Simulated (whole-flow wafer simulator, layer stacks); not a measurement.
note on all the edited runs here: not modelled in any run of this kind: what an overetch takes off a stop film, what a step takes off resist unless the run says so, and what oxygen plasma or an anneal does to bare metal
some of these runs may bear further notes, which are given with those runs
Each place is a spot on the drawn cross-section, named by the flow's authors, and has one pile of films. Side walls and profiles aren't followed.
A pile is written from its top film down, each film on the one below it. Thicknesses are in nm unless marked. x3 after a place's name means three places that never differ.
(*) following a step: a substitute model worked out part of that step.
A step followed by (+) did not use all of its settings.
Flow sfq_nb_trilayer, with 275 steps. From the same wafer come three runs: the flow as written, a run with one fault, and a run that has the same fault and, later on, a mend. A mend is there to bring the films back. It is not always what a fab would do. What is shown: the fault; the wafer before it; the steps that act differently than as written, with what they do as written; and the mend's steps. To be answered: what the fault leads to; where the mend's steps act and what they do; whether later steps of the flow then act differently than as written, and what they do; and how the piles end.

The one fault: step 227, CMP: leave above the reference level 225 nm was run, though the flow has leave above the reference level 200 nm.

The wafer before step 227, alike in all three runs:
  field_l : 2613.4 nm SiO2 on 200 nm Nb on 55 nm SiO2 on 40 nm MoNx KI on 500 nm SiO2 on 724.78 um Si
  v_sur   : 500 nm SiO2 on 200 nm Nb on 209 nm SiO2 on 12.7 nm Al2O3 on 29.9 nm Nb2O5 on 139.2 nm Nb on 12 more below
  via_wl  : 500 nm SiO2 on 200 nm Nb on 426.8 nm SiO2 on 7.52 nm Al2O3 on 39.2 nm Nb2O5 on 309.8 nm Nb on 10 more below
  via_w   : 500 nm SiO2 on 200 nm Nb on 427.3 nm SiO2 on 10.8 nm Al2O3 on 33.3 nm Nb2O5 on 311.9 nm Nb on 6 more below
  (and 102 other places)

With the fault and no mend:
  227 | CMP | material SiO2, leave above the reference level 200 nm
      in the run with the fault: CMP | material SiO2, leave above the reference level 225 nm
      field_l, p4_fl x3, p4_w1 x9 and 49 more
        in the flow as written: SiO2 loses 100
        in the run with the fault: SiO2 loses 75
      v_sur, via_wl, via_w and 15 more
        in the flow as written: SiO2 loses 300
        in the run with the fault: SiO2 loses 275
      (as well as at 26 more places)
  Steps later in the flow that act otherwise than as written (3 more steps, not shown, differ only slightly: by at most 2% or 0.5 nm, whichever is larger):
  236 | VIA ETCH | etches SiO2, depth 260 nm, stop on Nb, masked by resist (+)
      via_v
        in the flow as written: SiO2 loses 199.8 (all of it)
        in the run with the fault: SiO2 loses 224.8 (all of it)
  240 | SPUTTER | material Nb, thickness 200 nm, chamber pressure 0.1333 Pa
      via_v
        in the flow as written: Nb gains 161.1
        in the run with the fault: Nb gains 155.2
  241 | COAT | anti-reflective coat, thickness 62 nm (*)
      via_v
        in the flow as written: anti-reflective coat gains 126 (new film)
        in the run with the fault: anti-reflective coat gains 131.5 (new film)
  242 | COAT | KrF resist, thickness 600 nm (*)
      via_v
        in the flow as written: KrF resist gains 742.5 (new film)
        in the run with the fault: KrF resist gains 763.7 (new film)
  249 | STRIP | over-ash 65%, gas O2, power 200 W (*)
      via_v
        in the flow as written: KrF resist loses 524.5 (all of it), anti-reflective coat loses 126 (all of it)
        in the run with the fault: KrF resist loses 545.6 (all of it), anti-reflective coat loses 131.5 (all of it)
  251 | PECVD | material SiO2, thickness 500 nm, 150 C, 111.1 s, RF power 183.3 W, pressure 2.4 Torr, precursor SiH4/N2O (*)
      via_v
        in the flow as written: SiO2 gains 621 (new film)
        in the run with the fault: SiO2 gains 651.9 (new film)
  By the end, the piles at v_sur, via_wl, via_w and 62 more depart from the flow's by more than 2% or 0.5 nm, whichever is larger.
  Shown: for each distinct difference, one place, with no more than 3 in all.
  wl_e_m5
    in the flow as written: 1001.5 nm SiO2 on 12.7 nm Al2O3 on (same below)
    in the run with the fault: 1026.5 nm SiO2 on 12.7 nm Al2O3 on (same below)
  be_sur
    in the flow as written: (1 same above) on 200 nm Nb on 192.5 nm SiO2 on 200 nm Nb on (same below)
    in the run with the fault: (1 same above) on 200 nm Nb on 217.5 nm SiO2 on 200 nm Nb on (same below)
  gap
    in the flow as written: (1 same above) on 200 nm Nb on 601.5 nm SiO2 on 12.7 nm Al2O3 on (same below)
    in the run with the fault: (1 same above) on 200 nm Nb on 626.5 nm SiO2 on 12.7 nm Al2O3 on (same below)

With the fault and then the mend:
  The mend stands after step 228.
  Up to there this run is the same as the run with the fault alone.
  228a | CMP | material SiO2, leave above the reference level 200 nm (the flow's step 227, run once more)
      field_l, v_sur, via_wl and 103 more
        SiO2 loses 25
  None of the later steps of the flow acts differently than as written at any place that is followed.
  By the end, the piles equal the flow's at every place that both follow.
